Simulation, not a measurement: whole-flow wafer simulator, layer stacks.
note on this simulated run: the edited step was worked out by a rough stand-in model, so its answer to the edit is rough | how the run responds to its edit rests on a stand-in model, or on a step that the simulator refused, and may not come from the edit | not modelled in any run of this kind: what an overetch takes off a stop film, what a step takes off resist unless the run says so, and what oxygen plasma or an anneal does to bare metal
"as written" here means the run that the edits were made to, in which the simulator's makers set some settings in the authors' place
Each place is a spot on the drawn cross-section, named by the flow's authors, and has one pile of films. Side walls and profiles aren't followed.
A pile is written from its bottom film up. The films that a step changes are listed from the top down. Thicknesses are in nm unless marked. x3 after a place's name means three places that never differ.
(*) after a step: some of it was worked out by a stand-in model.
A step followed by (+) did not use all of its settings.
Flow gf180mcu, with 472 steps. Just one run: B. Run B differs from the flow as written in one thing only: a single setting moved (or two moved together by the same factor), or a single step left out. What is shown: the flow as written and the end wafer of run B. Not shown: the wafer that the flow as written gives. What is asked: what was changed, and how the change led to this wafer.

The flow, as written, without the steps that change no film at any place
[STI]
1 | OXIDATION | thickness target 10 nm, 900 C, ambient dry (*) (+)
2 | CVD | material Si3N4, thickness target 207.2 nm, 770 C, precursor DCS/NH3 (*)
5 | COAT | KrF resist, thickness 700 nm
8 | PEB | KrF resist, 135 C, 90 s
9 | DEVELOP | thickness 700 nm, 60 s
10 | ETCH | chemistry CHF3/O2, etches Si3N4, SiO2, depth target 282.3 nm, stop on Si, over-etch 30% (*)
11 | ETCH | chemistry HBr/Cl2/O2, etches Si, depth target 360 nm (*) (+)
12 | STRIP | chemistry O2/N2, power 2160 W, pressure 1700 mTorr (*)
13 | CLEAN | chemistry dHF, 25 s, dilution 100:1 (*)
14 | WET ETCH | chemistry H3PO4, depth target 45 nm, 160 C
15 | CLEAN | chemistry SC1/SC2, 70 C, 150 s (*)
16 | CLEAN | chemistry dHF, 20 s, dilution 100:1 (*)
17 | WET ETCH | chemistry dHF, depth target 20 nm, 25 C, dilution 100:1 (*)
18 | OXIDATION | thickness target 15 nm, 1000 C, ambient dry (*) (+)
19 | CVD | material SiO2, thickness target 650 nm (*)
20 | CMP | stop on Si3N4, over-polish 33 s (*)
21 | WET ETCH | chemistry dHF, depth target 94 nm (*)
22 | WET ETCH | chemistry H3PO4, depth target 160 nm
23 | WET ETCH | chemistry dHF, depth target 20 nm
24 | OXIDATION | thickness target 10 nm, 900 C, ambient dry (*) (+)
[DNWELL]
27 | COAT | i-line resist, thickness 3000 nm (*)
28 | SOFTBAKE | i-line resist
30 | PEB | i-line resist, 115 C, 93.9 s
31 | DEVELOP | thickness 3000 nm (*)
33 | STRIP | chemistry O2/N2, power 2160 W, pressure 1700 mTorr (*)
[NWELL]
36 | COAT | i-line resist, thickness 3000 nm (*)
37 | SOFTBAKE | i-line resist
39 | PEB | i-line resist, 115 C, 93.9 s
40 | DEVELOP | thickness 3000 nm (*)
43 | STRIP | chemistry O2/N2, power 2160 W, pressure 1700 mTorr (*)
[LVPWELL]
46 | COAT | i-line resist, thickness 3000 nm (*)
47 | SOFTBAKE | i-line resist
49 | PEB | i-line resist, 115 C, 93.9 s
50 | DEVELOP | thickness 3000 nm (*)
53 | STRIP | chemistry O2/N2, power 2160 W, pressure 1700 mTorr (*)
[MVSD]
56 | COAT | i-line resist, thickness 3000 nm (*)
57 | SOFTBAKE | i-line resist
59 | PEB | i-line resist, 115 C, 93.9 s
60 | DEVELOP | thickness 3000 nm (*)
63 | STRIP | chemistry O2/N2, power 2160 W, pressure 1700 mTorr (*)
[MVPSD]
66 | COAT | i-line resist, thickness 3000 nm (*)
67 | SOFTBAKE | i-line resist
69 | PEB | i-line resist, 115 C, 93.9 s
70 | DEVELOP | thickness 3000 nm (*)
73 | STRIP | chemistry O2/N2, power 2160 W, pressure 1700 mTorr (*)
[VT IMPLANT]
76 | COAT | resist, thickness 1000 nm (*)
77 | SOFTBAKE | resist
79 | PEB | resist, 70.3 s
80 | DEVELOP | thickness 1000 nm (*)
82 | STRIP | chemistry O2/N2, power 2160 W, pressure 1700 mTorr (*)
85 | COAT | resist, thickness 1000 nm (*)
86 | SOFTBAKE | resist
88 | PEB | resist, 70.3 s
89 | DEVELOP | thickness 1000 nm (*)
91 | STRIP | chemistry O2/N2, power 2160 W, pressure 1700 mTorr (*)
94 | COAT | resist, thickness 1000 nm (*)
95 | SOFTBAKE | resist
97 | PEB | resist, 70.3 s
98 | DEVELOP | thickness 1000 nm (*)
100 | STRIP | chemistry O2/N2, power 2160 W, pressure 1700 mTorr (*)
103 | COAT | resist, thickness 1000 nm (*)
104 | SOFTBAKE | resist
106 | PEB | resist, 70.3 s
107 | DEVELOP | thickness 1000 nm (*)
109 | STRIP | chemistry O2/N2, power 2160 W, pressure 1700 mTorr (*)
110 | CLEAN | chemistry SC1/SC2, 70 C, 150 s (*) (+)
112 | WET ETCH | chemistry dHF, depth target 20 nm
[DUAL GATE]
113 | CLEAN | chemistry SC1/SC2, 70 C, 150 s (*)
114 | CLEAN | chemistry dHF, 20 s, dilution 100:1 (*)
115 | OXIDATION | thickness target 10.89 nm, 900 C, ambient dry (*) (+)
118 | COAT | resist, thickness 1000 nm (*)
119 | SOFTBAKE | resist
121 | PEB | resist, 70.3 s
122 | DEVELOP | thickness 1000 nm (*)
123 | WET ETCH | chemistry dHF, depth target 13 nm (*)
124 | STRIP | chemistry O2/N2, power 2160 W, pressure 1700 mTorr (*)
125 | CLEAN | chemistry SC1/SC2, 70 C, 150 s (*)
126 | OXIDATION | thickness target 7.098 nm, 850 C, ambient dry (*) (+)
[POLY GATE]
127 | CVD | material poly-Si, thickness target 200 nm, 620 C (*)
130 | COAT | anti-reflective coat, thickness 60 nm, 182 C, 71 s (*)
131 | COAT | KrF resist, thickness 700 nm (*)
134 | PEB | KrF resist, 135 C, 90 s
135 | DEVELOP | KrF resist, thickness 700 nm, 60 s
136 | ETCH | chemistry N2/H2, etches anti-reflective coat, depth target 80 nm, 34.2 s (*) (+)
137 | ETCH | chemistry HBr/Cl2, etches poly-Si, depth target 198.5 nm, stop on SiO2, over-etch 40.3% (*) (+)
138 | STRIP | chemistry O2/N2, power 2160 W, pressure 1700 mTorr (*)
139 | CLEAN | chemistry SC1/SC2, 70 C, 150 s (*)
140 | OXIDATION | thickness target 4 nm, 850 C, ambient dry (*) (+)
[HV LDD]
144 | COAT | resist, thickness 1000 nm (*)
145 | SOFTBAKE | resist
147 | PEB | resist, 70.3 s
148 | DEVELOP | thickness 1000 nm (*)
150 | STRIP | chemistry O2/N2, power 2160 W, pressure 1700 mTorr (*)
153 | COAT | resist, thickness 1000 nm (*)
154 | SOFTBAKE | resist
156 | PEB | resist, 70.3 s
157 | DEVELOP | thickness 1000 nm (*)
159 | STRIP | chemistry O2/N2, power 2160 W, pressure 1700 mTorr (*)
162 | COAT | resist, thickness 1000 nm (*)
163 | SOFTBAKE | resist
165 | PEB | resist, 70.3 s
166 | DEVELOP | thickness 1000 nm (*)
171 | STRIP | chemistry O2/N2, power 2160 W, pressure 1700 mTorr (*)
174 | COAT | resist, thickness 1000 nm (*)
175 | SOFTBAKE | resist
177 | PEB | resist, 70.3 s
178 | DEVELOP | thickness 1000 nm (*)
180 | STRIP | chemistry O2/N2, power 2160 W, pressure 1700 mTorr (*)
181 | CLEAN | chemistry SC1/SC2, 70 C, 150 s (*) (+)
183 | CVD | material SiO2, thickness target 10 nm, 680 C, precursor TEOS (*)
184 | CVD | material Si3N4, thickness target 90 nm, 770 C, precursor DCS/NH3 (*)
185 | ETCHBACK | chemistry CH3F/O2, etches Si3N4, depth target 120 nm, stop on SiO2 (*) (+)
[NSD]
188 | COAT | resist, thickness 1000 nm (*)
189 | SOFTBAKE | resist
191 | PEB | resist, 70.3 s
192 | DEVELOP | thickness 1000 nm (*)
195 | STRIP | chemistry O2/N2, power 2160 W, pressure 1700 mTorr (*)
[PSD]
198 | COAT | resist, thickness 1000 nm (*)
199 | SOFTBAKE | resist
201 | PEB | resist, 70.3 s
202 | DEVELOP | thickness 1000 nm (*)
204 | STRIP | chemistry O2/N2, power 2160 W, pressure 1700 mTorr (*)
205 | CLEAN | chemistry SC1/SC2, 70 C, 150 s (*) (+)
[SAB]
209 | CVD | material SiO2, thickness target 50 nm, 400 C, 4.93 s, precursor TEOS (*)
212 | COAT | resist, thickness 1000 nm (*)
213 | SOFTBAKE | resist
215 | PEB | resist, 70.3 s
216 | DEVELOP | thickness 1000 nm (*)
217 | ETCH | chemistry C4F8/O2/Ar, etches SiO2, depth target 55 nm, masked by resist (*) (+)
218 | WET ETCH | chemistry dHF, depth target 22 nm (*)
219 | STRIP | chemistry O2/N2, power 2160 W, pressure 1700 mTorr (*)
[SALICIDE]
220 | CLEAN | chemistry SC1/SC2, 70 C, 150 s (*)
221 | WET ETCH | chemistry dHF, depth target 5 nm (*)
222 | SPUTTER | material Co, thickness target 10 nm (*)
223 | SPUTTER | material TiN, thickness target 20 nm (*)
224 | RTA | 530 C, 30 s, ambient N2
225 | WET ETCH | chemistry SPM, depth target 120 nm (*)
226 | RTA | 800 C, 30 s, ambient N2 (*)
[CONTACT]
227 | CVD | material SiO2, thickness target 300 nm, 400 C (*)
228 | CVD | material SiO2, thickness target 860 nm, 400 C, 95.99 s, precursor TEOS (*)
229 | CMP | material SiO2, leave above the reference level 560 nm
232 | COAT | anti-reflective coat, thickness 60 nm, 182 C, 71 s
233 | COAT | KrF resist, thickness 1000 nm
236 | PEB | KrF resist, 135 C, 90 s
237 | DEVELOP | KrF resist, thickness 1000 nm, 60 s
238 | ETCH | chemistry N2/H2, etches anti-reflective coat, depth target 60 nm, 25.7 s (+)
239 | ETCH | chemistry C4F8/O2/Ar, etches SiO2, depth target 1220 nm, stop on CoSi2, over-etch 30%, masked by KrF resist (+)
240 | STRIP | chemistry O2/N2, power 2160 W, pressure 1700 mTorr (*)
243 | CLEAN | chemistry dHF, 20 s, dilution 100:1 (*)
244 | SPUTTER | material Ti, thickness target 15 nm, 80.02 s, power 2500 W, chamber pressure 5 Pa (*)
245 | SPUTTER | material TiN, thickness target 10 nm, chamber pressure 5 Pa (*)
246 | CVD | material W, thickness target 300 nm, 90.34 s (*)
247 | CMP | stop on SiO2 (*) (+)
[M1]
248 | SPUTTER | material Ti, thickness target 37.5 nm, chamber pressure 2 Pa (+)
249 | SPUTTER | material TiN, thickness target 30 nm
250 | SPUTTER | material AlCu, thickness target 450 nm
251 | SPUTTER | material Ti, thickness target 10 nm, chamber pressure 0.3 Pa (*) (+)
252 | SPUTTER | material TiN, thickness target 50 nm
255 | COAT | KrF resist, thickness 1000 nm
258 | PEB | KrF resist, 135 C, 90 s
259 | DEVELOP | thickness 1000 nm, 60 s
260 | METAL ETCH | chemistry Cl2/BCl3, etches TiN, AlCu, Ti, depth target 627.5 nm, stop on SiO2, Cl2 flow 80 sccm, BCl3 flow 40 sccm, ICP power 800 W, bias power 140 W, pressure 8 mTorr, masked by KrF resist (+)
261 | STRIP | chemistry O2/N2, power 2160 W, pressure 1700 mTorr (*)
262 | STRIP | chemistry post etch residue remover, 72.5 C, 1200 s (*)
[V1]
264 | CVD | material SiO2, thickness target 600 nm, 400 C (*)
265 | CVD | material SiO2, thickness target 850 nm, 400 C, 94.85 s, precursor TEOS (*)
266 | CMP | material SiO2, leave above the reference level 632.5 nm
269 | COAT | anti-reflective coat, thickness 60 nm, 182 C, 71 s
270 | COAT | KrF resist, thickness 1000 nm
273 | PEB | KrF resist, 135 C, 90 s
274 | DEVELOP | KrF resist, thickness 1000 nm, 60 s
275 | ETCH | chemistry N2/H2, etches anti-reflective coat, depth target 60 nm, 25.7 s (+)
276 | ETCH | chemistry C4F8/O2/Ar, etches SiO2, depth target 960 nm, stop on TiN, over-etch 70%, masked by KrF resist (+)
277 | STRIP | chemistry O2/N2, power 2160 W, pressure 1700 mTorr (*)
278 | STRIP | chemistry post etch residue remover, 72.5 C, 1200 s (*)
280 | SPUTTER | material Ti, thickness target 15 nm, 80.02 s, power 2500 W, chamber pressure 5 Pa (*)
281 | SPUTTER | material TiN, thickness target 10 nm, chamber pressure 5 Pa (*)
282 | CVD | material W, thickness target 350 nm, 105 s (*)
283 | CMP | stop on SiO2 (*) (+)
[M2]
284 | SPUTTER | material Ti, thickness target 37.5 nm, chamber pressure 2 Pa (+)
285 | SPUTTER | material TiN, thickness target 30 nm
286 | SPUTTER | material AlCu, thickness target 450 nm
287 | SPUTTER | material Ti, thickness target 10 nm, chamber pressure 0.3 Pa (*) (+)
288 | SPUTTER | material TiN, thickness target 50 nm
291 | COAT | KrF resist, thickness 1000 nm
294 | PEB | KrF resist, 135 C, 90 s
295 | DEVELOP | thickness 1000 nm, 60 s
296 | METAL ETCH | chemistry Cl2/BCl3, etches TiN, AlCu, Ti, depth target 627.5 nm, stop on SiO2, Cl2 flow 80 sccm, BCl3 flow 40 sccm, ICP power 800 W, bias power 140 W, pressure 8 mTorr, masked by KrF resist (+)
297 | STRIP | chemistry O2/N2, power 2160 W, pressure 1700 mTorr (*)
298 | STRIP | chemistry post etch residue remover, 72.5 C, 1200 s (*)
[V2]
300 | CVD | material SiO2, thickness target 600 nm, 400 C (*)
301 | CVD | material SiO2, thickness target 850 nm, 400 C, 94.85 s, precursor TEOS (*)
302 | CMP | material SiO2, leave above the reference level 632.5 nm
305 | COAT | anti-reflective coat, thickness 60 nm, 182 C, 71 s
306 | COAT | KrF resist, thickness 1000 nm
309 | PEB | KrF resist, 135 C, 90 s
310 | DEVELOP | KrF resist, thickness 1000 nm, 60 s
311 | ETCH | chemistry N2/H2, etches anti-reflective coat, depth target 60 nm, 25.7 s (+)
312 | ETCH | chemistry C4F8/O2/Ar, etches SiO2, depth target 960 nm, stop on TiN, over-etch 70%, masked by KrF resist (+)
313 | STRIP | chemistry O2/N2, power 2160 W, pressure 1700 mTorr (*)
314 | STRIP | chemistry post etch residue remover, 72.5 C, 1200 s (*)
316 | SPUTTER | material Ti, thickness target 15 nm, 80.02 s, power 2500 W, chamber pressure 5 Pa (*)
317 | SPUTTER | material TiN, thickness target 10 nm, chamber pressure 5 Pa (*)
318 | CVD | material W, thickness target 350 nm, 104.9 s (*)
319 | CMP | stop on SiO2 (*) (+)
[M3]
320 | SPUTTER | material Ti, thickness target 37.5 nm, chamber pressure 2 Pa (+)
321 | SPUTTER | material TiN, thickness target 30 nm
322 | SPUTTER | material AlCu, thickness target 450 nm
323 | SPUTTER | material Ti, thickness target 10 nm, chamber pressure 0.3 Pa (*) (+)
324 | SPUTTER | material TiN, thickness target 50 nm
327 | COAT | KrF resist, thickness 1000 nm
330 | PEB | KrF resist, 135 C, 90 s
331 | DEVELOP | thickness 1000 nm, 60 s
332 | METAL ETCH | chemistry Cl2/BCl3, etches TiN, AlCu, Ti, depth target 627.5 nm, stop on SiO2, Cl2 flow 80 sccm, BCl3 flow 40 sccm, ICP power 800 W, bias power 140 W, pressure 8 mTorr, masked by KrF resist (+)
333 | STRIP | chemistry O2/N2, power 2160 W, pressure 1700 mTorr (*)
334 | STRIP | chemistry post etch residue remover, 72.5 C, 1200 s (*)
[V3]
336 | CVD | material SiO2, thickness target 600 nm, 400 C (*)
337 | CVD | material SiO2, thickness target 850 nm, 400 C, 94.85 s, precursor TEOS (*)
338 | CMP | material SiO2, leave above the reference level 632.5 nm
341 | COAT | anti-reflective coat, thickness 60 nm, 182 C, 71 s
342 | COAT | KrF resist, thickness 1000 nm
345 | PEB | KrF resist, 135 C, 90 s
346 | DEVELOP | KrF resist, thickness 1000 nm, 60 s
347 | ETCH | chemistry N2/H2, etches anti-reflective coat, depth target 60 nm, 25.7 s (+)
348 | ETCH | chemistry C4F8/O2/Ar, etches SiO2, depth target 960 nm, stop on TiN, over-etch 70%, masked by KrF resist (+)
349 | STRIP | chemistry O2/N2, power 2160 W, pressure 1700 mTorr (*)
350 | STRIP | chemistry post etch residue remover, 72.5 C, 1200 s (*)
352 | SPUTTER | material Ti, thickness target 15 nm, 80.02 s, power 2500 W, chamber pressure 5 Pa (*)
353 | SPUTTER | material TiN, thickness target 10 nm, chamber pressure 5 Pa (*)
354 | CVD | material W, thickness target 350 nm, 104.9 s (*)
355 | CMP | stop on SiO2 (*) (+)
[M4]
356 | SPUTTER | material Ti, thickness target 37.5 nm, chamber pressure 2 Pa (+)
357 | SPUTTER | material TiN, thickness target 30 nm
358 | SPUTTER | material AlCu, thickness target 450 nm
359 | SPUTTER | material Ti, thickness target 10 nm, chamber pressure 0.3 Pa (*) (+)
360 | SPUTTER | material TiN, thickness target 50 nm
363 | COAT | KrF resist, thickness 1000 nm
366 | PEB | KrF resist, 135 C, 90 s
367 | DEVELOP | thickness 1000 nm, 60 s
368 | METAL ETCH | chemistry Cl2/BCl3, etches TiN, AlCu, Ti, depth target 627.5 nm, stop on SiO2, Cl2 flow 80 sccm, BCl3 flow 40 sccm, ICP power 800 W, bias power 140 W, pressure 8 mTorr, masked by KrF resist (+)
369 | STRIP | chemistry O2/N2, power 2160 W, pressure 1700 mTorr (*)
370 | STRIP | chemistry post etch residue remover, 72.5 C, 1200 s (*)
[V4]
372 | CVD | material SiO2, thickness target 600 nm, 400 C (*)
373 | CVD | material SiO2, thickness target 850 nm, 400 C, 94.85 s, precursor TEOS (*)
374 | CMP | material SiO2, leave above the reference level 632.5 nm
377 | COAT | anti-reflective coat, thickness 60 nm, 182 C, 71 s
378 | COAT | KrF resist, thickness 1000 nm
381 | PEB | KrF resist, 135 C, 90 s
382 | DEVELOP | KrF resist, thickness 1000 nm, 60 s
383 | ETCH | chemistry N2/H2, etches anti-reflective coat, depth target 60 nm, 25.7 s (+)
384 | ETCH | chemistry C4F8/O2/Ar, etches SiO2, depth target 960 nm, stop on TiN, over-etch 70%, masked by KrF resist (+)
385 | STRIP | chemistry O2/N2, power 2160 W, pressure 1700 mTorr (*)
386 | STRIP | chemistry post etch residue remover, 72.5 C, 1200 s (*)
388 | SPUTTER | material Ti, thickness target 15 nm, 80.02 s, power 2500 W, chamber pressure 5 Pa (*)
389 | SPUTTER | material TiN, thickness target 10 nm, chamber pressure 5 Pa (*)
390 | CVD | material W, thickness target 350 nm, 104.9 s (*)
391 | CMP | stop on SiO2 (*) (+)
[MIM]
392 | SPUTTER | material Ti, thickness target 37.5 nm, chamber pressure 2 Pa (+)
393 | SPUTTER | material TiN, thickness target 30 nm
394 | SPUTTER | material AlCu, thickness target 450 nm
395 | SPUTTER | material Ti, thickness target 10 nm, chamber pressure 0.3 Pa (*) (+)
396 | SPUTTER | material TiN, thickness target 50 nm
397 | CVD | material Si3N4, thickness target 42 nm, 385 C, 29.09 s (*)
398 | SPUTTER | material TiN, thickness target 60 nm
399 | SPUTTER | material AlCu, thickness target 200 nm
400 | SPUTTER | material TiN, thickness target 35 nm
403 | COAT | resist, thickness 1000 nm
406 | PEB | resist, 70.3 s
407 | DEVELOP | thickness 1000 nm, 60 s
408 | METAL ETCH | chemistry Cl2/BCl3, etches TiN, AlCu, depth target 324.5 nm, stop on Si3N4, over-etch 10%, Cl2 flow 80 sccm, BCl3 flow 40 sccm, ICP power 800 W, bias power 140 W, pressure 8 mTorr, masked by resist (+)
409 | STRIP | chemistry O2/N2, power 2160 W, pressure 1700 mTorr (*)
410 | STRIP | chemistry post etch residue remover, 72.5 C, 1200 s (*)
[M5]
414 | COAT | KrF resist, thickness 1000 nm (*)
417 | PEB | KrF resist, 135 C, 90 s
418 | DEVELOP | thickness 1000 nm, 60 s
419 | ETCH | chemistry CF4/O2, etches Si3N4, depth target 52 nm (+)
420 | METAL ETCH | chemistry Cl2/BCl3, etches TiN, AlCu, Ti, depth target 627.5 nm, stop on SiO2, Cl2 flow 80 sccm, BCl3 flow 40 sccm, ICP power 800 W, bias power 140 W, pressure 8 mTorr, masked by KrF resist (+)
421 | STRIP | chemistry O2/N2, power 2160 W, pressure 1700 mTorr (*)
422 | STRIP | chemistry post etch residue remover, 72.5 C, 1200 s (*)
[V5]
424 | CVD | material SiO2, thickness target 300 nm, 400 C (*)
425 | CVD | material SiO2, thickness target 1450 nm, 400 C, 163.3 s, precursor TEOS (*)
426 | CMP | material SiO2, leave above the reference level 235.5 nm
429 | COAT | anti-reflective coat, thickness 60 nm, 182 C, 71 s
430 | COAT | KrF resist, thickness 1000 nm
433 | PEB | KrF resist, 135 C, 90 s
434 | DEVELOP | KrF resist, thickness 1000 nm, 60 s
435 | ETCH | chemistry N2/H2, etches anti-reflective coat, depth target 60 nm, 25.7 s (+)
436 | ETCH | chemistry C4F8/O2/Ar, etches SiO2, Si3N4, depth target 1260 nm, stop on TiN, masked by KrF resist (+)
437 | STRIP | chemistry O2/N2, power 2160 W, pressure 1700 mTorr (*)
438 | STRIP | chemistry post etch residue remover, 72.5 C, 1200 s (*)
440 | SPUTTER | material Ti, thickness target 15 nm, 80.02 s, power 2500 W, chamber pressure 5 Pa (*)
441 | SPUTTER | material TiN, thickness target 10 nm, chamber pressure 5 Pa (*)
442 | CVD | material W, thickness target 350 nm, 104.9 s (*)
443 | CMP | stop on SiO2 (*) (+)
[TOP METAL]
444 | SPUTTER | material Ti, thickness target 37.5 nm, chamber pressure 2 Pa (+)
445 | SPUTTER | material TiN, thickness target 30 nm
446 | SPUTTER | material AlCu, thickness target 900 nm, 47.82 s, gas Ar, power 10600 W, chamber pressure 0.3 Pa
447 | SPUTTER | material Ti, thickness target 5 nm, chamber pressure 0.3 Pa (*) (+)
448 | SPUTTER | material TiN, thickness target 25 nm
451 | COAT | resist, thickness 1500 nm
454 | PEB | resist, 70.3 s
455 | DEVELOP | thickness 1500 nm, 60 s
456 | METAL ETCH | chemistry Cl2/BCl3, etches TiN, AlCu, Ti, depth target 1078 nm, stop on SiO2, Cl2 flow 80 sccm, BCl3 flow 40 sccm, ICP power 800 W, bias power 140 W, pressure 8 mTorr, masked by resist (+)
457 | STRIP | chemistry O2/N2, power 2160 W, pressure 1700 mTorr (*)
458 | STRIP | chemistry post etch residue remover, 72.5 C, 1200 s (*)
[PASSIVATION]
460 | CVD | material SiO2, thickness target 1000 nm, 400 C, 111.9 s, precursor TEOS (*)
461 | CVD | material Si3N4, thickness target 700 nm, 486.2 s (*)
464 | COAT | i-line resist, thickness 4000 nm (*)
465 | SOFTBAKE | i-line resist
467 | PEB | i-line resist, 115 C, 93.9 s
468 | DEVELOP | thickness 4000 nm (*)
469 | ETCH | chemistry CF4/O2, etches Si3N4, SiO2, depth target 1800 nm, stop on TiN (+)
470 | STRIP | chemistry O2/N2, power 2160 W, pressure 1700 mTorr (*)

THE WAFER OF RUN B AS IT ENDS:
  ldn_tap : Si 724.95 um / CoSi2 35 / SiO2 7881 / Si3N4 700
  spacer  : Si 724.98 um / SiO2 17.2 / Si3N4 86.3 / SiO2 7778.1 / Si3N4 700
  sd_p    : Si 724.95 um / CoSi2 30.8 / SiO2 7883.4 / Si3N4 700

The reason: step 209, CVD: thickness target 68.5 nm was run, while the flow as written has thickness target 50 nm; step 209, CVD: 6.754 s was run, where the flow has 4.93 s.

How this came from the change, step by step:
  209 | CVD | material SiO2, thickness target 50 nm, 400 C, 4.93 s, precursor TEOS (*)
      field, field__w7, field__w8 and 73 more: +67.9 SiO2 (it would be, as written: +50 SiO2)
      field_sub__w1, field_sub__w3, field_sub__w4, field_sub__w5, ld_drift_n, nplus_u: +66.4 SiO2 (it would be, as written: +48.9 SiO2)
      (and at 27 other places as well)
  217 | ETCH | chemistry C4F8/O2/Ar, etches SiO2, depth target 55 nm, masked by resist (*) (+)
      spacer: -55 SiO2 (it would be, as written: -50 SiO2 (all of it), -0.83 Si3N4)
  218 | WET ETCH | chemistry dHF, depth target 22 nm (*)
      ldn_tap, ldn_src, ldn_drn, ldp_tap, ldp_src, ldp_drn, ldp_gr: -33.3 SiO2 (it would be, as written: -16 SiO2 (all of it))
      spacer: -12.9 SiO2 (all of it), -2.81 Si3N4 (it would be, as written: -2.46 Si3N4)
      (and at 92 other places as well)
  219 | STRIP | chemistry O2/N2, power 2160 W, pressure 1700 mTorr (*)
      ldn_tap, ldn_src, ldn_drn, ldp_tap, ldp_src, ldp_drn, ldp_gr: nothing (it would be, as written: +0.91 chemical SiO2 (new film), -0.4 Si)
  220 | CLEAN | chemistry SC1/SC2, 70 C, 150 s (*)
      ldn_tap, ldp_src, ldp_drn, ldp_gr: -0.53 SiO2 (all of it) (it would be, as written: -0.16 chemical SiO2, -0.23 Si)
      ldn_src, ldn_drn, ldp_tap: -0.52 SiO2 (all of it) (it would be, as written: -0.16 chemical SiO2, -0.23 Si)
  221 | WET ETCH | chemistry dHF, depth target 5 nm (*)
      ldn_tap, ldn_src, ldn_drn, ldp_tap, ldp_src, ldp_drn, ldp_gr: nothing (it would be, as written: -0.76 chemical SiO2 (all of it))
  223 | SPUTTER | material TiN, thickness target 20 nm (*)
      field__w12: +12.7 TiN (new film) (it would be, as written: +12 TiN (new film))
      sd_p: +17.3 TiN (new film) (it would be, as written: +17.9 TiN (new film))
      (and at 1 other place as well)
  224 | RTA | 530 C, 30 s, ambient N2
      sd_p: under 1 film: +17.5 CoSi (new film), -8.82 Co (all of it), -16 Si (it would be, as written: under 1 film: +18.1 CoSi (new film), -9.09 Co (all of it), -16.5 Si)
  225 | WET ETCH | chemistry SPM, depth target 120 nm (*)
      field__w12: -12.7 TiN (all of it), -6.43 Co (all of it) (it would be, as written: -12 TiN (all of it), -6.15 Co (all of it))
      sd_p: -17.3 TiN (all of it) (it would be, as written: -17.9 TiN (all of it))
      (and at 1 other place as well)
  226 | RTA | 800 C, 30 s, ambient N2 (*)
      sd_p: +30.8 CoSi2 (new film), -17.5 CoSi (all of it), -16 Si (it would be, as written: +31.8 CoSi2 (new film), -18.1 CoSi (all of it), -16.5 Si)
  229 | CMP | material SiO2, leave above the reference level 560 nm
      ldn_sep__w1, ldn_sep__w2, ldn_dft and 8 more: -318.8 SiO2 (it would be, as written: -311 SiO2)
      sti, mim_1p0, pad, dice_street, iso_nw_fld, iso_fld_sub: -304.6 SiO2 (it would be, as written: -296.8 SiO2)
      (and at 43 other places as well)
